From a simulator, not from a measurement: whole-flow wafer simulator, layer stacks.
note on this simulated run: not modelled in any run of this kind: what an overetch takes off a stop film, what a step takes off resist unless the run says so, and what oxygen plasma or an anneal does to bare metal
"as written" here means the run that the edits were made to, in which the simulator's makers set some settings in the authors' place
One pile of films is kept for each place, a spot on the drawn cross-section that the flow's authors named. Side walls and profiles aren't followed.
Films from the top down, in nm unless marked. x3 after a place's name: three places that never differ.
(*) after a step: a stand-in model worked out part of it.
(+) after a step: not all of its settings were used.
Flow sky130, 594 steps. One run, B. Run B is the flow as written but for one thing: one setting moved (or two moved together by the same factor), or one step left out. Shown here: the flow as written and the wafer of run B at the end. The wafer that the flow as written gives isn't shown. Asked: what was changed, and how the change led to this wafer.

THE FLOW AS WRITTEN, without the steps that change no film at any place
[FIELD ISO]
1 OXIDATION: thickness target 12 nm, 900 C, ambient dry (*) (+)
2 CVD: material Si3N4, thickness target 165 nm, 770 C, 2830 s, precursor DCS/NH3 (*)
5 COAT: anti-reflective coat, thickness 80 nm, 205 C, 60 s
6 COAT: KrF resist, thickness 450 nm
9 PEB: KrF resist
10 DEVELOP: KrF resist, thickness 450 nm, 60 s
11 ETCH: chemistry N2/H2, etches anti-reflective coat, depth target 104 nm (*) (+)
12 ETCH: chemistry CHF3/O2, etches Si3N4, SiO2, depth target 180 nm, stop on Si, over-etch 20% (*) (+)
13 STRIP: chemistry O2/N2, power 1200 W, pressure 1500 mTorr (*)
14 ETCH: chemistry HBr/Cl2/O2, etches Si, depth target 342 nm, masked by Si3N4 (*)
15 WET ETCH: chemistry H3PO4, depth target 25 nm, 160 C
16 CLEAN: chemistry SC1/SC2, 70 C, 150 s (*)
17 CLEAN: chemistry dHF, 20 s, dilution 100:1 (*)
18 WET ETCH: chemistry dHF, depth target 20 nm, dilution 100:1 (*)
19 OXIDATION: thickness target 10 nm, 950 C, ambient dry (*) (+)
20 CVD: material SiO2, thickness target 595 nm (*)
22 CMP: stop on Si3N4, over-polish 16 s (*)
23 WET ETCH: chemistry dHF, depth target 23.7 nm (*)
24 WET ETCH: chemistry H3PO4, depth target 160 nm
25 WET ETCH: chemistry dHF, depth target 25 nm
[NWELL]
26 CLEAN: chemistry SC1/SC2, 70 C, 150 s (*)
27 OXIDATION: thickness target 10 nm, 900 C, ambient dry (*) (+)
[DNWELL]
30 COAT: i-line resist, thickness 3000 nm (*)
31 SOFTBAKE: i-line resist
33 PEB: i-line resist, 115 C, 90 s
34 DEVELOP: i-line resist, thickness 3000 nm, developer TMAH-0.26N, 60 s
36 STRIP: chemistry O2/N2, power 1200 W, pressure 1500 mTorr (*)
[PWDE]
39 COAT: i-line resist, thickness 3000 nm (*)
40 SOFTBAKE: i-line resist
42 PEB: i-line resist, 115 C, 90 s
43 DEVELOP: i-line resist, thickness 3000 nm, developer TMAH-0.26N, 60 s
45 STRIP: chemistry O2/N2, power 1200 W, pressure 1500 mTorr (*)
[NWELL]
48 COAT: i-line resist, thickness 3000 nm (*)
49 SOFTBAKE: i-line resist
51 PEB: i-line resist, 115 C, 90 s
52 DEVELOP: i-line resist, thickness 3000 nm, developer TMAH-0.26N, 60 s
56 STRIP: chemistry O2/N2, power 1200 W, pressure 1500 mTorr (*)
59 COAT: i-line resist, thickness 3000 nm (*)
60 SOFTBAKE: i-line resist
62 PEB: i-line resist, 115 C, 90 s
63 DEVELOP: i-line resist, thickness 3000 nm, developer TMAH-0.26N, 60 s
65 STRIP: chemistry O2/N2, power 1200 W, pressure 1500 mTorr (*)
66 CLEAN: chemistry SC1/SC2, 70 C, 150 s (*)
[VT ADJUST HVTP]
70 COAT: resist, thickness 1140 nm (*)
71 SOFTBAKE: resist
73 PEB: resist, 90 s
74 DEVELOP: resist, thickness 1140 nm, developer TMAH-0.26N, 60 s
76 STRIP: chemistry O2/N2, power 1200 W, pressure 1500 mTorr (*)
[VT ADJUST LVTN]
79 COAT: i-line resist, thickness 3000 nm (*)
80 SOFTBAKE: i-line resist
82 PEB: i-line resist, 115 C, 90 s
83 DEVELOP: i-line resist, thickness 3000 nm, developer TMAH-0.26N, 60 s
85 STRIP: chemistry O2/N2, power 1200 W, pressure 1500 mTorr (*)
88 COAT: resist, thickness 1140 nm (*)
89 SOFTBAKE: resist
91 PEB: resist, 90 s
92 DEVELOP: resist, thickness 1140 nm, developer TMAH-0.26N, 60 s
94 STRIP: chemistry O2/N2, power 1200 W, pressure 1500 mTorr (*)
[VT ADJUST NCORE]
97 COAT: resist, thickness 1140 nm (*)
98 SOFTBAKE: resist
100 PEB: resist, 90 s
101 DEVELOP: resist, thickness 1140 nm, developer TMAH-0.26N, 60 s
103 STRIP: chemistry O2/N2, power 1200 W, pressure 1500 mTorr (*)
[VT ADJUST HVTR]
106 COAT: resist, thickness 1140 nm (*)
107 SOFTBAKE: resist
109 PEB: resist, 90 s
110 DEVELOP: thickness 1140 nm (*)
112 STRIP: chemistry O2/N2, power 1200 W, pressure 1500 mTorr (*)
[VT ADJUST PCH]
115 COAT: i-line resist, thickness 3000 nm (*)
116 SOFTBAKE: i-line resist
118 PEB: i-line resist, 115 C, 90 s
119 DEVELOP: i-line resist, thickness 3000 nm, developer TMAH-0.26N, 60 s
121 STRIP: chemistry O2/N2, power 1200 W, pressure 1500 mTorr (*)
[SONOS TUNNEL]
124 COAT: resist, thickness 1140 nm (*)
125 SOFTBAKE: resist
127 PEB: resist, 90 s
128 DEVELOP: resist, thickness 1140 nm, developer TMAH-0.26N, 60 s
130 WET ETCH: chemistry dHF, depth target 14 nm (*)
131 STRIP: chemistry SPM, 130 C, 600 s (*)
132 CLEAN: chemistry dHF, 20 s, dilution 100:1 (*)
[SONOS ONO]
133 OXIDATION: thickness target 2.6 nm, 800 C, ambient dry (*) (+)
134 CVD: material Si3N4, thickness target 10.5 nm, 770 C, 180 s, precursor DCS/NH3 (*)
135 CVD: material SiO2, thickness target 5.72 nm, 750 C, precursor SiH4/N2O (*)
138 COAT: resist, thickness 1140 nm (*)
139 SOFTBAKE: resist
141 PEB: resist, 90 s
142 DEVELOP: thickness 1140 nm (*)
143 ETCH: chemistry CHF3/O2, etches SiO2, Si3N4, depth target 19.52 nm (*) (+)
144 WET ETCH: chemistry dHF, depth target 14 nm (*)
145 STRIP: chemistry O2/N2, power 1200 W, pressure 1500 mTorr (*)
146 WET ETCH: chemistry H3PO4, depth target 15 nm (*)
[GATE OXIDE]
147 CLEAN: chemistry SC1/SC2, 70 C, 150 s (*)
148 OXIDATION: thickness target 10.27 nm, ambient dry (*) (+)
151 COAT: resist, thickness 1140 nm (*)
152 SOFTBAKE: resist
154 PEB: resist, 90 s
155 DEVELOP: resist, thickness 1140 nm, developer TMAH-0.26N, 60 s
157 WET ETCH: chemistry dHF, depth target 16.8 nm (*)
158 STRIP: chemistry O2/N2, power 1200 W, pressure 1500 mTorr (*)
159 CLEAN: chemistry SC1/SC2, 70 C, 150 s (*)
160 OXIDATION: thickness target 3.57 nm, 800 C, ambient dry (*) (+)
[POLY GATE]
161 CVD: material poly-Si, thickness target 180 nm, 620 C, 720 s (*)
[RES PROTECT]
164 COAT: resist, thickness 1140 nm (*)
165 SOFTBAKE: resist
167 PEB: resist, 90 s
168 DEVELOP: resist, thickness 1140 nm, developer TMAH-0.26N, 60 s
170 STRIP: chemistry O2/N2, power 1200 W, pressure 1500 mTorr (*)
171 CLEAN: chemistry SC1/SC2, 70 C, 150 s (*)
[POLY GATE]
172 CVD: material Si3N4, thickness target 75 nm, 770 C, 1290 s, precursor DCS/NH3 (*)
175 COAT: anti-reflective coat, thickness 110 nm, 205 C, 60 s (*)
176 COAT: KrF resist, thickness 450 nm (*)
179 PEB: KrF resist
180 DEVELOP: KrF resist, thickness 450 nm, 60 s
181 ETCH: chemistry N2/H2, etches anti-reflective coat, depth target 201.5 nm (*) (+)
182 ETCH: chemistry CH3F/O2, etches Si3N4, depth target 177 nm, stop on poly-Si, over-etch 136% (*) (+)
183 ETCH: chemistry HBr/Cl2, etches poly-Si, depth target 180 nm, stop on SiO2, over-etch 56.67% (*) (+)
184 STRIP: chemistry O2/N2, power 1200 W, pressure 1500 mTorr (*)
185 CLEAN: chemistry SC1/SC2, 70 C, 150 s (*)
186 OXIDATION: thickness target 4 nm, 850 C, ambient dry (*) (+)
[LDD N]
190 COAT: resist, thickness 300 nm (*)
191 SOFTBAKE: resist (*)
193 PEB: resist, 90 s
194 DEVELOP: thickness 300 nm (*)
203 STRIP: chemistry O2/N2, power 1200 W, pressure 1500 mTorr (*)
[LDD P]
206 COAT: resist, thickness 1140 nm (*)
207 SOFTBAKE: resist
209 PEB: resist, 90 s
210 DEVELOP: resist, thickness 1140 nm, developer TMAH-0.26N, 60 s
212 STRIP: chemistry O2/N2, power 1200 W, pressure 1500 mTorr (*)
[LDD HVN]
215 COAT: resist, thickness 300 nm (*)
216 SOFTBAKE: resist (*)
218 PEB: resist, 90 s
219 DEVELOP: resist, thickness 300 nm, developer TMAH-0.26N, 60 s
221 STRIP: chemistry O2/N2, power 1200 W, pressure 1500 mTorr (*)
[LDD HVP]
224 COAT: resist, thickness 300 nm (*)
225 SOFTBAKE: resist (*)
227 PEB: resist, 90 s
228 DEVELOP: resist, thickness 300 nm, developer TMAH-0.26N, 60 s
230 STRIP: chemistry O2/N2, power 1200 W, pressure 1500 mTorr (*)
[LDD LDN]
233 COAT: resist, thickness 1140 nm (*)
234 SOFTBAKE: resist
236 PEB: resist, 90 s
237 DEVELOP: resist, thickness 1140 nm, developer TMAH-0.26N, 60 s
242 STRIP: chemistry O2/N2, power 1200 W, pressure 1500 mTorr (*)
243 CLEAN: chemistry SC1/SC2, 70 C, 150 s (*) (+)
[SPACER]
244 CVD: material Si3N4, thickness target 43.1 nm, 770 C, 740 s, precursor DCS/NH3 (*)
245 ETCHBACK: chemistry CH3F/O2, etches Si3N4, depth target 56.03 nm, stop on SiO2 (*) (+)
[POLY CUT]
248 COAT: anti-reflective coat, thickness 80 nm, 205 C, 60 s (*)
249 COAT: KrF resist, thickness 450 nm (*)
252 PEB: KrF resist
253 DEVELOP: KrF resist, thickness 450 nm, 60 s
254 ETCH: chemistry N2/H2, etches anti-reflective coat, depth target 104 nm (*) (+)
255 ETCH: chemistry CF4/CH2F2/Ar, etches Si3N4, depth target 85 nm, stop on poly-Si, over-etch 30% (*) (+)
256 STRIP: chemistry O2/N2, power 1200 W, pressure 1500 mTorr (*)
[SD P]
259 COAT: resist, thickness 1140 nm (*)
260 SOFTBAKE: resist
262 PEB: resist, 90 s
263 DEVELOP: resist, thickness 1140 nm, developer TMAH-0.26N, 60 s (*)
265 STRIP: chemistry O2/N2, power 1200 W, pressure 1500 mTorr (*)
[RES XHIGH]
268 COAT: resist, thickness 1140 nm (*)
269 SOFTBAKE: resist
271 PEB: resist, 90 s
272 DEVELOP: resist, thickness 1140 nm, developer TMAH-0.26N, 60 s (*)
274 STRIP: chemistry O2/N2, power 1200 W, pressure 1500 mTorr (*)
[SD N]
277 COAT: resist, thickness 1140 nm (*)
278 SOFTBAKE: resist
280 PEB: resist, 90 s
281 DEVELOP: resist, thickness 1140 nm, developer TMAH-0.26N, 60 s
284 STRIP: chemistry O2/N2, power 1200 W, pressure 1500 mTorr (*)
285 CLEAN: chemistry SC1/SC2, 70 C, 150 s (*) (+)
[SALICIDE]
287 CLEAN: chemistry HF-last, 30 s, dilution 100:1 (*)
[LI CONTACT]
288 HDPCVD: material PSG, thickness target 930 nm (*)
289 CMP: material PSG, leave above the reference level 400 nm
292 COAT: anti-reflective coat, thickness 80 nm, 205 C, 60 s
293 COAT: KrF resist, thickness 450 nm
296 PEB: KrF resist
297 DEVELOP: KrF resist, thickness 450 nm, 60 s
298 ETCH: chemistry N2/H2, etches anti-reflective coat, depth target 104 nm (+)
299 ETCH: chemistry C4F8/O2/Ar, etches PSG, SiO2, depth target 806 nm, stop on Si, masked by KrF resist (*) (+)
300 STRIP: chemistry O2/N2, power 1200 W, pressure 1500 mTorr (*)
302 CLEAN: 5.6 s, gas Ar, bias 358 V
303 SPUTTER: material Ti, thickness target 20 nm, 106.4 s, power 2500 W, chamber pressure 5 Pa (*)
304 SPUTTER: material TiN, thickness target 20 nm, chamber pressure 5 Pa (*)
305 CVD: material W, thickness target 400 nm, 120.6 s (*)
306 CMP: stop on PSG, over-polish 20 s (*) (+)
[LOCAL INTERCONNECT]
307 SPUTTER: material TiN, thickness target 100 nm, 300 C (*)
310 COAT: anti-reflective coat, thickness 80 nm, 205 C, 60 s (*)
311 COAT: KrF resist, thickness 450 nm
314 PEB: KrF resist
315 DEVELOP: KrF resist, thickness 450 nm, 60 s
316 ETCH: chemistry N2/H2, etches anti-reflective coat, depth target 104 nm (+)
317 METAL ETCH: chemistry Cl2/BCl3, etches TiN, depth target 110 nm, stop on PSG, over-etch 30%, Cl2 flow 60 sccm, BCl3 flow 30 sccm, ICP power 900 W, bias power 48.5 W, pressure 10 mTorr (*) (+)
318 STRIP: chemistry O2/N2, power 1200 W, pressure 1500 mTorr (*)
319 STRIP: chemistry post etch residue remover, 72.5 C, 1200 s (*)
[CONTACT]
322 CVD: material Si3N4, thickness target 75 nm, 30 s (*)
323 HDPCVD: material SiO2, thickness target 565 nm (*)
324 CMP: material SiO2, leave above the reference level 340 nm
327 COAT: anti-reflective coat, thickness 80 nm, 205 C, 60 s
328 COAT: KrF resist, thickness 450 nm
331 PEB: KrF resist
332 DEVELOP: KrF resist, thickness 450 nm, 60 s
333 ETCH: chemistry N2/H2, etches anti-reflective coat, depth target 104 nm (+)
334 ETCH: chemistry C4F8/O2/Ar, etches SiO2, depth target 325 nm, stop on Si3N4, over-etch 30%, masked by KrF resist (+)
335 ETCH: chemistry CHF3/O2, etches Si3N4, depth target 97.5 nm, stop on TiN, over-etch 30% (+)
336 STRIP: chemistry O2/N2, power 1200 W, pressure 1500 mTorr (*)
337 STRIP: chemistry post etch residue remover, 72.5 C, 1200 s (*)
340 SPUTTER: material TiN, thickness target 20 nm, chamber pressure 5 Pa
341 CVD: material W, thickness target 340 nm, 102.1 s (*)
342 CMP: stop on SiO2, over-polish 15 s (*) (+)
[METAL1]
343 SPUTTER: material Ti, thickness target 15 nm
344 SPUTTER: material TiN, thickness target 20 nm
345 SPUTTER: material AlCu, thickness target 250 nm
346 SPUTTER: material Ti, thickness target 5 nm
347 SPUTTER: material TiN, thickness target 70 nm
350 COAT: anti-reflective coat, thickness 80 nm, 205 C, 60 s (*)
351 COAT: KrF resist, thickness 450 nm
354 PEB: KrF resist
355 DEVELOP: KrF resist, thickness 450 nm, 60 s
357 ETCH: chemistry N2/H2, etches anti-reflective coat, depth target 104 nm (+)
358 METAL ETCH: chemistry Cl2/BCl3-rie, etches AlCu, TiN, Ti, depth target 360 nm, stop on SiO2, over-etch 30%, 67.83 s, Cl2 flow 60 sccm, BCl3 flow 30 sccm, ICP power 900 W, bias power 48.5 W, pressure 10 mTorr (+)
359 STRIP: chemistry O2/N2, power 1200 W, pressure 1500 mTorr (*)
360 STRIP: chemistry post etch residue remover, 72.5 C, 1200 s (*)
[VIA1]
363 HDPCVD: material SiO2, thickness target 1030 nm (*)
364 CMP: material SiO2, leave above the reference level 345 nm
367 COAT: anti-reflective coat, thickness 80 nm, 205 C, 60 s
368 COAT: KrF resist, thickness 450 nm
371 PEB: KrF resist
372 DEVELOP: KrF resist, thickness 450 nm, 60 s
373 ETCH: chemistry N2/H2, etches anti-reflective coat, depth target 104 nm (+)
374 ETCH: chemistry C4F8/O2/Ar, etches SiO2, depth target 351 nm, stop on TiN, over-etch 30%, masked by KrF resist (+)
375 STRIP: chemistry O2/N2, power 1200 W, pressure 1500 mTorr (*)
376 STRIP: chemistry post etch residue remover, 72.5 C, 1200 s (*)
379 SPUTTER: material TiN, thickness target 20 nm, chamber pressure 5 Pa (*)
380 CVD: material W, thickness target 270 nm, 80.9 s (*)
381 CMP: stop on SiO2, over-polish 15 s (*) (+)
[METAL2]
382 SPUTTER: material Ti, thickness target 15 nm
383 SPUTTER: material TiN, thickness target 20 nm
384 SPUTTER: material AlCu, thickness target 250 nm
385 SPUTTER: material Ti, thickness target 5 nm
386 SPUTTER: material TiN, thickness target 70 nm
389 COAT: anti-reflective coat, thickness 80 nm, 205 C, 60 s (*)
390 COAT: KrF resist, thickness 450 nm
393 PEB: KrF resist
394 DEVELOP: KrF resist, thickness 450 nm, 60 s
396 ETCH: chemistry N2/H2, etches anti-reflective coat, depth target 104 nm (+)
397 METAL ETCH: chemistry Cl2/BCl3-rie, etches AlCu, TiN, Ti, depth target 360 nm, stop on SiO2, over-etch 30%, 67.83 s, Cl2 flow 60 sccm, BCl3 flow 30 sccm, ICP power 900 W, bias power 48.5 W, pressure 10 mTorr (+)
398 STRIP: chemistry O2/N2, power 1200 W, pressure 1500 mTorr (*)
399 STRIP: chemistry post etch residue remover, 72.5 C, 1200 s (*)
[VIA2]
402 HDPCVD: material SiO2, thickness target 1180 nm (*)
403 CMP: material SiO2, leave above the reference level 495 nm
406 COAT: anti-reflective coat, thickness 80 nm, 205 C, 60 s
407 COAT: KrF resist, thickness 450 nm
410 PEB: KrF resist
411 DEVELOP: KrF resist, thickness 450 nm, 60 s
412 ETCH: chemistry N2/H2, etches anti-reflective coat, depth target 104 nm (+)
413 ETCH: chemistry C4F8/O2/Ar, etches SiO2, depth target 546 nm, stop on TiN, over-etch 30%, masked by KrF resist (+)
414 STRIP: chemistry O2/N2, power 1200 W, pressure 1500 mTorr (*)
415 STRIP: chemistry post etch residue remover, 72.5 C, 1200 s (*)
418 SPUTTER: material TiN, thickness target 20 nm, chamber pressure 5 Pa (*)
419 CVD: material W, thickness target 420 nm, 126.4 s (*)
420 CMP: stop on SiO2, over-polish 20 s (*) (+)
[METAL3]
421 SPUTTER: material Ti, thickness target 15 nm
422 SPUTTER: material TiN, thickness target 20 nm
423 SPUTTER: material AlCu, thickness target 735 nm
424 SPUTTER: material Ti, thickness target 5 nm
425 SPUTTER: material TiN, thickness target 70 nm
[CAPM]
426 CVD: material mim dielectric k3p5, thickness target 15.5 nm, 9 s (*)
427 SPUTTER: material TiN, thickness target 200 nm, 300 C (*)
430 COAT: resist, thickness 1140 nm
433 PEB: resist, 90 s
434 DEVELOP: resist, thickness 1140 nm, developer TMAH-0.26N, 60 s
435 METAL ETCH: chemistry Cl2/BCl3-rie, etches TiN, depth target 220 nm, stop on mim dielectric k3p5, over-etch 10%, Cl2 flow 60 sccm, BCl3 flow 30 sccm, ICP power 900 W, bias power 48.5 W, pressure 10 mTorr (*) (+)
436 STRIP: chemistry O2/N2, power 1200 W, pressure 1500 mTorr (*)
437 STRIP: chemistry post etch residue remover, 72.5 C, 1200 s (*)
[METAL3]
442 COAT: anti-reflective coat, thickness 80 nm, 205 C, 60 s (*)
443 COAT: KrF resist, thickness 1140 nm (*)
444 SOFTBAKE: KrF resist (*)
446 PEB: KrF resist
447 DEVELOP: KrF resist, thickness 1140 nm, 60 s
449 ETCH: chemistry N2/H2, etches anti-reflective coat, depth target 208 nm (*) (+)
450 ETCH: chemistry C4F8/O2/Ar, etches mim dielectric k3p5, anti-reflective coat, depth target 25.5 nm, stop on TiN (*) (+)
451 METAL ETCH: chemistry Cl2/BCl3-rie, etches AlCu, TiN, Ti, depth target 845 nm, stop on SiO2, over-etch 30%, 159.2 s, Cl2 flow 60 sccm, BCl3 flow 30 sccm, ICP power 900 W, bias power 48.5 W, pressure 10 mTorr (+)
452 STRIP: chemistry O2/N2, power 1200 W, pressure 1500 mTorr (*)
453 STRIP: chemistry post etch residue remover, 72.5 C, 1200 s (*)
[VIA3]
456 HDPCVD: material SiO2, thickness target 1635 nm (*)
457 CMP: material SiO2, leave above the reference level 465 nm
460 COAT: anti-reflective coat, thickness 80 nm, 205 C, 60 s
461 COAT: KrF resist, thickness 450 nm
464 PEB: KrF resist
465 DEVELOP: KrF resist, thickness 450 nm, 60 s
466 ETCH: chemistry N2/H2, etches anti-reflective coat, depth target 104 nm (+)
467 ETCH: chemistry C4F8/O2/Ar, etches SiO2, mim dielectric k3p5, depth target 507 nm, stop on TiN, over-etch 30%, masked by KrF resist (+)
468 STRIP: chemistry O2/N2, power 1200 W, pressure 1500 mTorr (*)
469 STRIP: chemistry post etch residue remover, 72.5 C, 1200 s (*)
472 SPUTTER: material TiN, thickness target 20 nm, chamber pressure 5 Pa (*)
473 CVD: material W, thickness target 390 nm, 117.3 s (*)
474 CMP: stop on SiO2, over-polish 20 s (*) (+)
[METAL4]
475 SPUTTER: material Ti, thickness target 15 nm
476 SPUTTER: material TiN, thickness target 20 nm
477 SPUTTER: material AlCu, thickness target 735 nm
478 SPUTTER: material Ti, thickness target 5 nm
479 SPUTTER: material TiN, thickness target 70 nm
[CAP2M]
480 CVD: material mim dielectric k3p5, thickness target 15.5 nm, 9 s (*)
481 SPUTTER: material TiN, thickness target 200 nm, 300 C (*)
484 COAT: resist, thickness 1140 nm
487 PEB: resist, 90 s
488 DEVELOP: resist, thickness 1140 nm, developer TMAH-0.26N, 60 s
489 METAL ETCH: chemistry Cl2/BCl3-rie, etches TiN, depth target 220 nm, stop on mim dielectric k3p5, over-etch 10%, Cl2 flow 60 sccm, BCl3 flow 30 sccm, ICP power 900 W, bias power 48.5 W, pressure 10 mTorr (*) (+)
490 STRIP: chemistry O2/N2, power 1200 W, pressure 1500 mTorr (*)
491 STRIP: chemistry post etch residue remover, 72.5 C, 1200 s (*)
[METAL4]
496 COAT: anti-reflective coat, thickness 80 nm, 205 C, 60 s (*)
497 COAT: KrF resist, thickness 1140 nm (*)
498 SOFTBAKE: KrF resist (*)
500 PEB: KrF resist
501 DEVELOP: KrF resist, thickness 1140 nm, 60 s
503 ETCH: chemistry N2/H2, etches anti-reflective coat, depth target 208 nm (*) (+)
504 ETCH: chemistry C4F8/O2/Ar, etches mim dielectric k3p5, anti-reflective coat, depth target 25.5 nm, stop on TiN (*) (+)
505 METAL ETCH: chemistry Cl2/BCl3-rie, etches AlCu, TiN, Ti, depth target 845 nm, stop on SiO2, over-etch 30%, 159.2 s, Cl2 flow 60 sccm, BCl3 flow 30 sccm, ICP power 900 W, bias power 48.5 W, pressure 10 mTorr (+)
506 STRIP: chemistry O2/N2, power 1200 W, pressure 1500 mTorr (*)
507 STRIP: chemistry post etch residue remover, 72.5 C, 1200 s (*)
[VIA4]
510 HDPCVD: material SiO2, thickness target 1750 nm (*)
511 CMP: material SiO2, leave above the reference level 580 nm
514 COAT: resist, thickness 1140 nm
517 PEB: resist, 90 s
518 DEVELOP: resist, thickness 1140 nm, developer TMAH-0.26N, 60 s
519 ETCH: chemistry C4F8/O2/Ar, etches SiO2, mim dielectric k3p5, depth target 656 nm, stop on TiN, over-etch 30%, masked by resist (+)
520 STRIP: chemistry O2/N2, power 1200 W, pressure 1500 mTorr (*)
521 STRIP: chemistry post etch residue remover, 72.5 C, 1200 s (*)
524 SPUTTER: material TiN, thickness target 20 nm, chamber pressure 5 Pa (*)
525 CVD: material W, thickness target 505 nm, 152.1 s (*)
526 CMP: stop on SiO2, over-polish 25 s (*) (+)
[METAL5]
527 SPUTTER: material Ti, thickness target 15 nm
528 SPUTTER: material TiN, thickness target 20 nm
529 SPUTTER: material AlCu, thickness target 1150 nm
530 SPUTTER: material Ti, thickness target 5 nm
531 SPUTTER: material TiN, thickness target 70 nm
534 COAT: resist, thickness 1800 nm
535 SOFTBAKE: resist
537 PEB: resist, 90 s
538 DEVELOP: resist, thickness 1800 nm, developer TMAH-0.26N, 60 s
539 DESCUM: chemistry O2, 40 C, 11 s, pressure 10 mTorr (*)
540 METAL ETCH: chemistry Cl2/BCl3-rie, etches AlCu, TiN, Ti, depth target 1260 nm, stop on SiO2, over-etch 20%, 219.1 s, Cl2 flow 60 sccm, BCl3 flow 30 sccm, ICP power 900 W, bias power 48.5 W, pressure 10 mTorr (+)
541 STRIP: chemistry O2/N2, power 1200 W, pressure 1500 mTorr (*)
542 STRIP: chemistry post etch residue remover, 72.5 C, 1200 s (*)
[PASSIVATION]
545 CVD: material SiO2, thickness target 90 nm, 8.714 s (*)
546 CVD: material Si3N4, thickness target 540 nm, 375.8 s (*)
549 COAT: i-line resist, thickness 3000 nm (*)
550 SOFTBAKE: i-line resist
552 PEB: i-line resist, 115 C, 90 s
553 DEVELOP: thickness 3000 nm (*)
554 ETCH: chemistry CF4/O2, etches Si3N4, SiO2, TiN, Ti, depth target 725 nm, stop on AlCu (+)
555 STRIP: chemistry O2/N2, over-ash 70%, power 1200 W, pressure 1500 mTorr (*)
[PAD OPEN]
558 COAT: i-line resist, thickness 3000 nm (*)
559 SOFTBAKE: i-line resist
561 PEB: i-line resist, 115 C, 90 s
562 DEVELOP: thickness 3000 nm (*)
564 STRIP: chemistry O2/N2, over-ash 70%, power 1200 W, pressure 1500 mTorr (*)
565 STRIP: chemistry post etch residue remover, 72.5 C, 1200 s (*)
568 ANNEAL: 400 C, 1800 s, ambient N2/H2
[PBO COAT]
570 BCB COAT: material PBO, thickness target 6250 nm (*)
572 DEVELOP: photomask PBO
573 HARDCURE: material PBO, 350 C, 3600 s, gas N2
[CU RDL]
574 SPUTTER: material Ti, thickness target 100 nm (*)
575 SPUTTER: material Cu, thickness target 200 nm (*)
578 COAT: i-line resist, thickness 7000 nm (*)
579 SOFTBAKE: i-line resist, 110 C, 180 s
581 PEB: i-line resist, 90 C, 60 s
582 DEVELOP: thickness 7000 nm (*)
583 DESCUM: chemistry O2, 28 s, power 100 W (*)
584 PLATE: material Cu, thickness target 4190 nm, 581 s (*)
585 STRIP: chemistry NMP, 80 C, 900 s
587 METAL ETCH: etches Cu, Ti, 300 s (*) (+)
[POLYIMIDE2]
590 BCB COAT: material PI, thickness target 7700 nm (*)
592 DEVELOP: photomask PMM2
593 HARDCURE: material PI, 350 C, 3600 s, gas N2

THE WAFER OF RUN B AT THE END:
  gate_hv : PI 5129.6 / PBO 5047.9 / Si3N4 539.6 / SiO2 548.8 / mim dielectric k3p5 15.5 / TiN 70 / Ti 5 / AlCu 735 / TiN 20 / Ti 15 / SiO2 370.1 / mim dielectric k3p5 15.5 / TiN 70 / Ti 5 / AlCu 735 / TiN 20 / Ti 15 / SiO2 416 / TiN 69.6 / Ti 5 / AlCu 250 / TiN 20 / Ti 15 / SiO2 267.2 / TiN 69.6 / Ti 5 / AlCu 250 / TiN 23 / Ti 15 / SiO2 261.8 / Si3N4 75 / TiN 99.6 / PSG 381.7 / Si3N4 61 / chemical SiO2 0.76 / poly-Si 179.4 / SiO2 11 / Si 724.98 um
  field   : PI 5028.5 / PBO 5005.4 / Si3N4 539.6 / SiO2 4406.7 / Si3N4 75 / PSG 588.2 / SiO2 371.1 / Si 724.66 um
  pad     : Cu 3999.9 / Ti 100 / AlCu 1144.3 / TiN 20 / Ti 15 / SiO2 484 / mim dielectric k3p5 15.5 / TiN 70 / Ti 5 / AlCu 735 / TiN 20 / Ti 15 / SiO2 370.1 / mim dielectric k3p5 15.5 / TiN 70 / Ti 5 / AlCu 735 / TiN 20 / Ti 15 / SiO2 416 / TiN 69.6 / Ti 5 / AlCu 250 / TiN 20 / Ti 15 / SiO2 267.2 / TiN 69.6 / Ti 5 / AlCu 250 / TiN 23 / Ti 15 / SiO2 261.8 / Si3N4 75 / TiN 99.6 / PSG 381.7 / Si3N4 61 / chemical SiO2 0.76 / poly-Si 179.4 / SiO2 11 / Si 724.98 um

The cause: step 344, SPUTTER: thickness target 23 nm was run, where the flow has thickness target 20 nm.
It can be read off the wafer: gate_hv has TiN 23, and step 344 as written asks for 20 nm.

How the change led to this, step by step:
  344 SPUTTER: material TiN, thickness target 20 nm
      field, active, n_well and 188 more: TiN +23 (new film) (as written it would be: TiN +20 (new film))
  358 METAL ETCH: chemistry Cl2/BCl3-rie, etches AlCu, TiN, Ti, depth target 360 nm, stop on SiO2, over-etch 30%, 67.83 s, Cl2 flow 60 sccm, BCl3 flow 30 sccm, ICP power 900 W, bias power 48.5 W, pressure 10 mTorr (+)
      field, active, gate and 81 more: TiN -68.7 (all of it), Ti -5 (all of it), AlCu -250 (all of it), TiN -23 (all of it), Ti -15 (all of it), SiO2 -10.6 (as written it would be: TiN -68.7 (all of it), Ti -5 (all of it), AlCu -250 (all of it), TiN -20 (all of it), Ti -15 (all of it), SiO2 -10.9)
